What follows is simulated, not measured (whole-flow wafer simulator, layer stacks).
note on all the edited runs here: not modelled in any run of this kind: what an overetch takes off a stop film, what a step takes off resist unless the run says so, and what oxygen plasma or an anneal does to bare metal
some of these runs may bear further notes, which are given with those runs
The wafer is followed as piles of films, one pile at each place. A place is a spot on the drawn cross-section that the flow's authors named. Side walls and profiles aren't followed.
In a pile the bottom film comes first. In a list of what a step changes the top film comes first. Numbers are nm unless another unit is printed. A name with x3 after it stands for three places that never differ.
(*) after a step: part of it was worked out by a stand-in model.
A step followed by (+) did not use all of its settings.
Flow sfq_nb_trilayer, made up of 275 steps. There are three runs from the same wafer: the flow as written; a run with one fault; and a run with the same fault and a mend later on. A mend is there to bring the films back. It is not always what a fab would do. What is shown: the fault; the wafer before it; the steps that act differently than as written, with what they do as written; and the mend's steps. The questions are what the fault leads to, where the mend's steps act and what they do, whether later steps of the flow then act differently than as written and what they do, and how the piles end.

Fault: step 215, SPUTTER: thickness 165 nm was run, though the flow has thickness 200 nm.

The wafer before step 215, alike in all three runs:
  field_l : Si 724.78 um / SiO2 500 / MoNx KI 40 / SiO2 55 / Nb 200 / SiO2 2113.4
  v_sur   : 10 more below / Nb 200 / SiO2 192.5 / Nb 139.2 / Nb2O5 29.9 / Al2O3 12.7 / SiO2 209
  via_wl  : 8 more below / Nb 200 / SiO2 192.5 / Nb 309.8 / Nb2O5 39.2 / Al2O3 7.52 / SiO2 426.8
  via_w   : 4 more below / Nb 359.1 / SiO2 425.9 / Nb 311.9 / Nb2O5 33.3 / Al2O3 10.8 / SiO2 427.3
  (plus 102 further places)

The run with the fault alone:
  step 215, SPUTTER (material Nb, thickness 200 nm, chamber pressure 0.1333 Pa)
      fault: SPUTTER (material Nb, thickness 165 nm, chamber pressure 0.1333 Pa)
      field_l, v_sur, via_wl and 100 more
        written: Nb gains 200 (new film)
        fault: Nb gains 165 (new film)
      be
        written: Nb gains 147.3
        fault: Nb gains 121.8
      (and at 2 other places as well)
  Later steps of the flow acting differently than as written (not shown: 4 more steps that differ only slightly, by at most 2% or 0.5 nm, whichever is larger):
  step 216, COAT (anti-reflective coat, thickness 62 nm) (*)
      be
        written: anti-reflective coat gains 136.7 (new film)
        fault: anti-reflective coat gains 133.6 (new film)
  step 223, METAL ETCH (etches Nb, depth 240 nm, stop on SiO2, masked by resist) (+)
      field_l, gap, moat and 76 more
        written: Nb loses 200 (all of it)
        fault: Nb loses 165 (all of it)
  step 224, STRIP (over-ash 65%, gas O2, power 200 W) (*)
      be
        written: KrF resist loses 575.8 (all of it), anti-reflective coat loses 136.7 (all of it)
        fault: KrF resist loses 575.3 (all of it), anti-reflective coat loses 133.6 (all of it)
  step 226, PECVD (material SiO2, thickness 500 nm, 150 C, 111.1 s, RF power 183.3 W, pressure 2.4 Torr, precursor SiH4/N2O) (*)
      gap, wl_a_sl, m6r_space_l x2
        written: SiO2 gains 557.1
        fault: SiO2 gains 522.1
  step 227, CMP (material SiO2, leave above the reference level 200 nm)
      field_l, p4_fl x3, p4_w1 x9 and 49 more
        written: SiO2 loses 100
        fault: SiO2 loses 135
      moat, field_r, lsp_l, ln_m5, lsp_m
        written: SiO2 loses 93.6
        fault: SiO2 loses 129.7
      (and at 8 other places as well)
  By the end, the piles at v_sur, via_wl, via_w and 80 more depart from the flow's by more than 2% or 0.5 nm, whichever is larger.
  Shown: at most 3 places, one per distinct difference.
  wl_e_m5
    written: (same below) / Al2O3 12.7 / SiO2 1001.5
    fault: (same below) / Al2O3 12.7 / SiO2 966.5
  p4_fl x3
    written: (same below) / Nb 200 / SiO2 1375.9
    fault: (same below) / Nb 200 / SiO2 1340.9
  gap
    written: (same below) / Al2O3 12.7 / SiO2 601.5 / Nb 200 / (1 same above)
    fault: (same below) / Al2O3 12.7 / SiO2 566.5 / Nb 200 / (1 same above)

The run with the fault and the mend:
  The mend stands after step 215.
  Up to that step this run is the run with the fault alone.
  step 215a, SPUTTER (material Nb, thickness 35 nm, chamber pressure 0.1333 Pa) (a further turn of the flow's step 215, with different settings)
      field_l, v_sur, via_wl and 98 more
        Nb gains 35
      ce_l, ce_r
        Nb gains 34.3
      be
        Nb gains 22.3
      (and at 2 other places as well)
  None of the later steps of the flow differs from how it acts as written, at any place that is followed, by more than 2% or 0.5 nm, whichever is larger.
  The piles end only slightly different from the flow's at the places that both follow, by no more than 2% or 0.5 nm, whichever is larger.
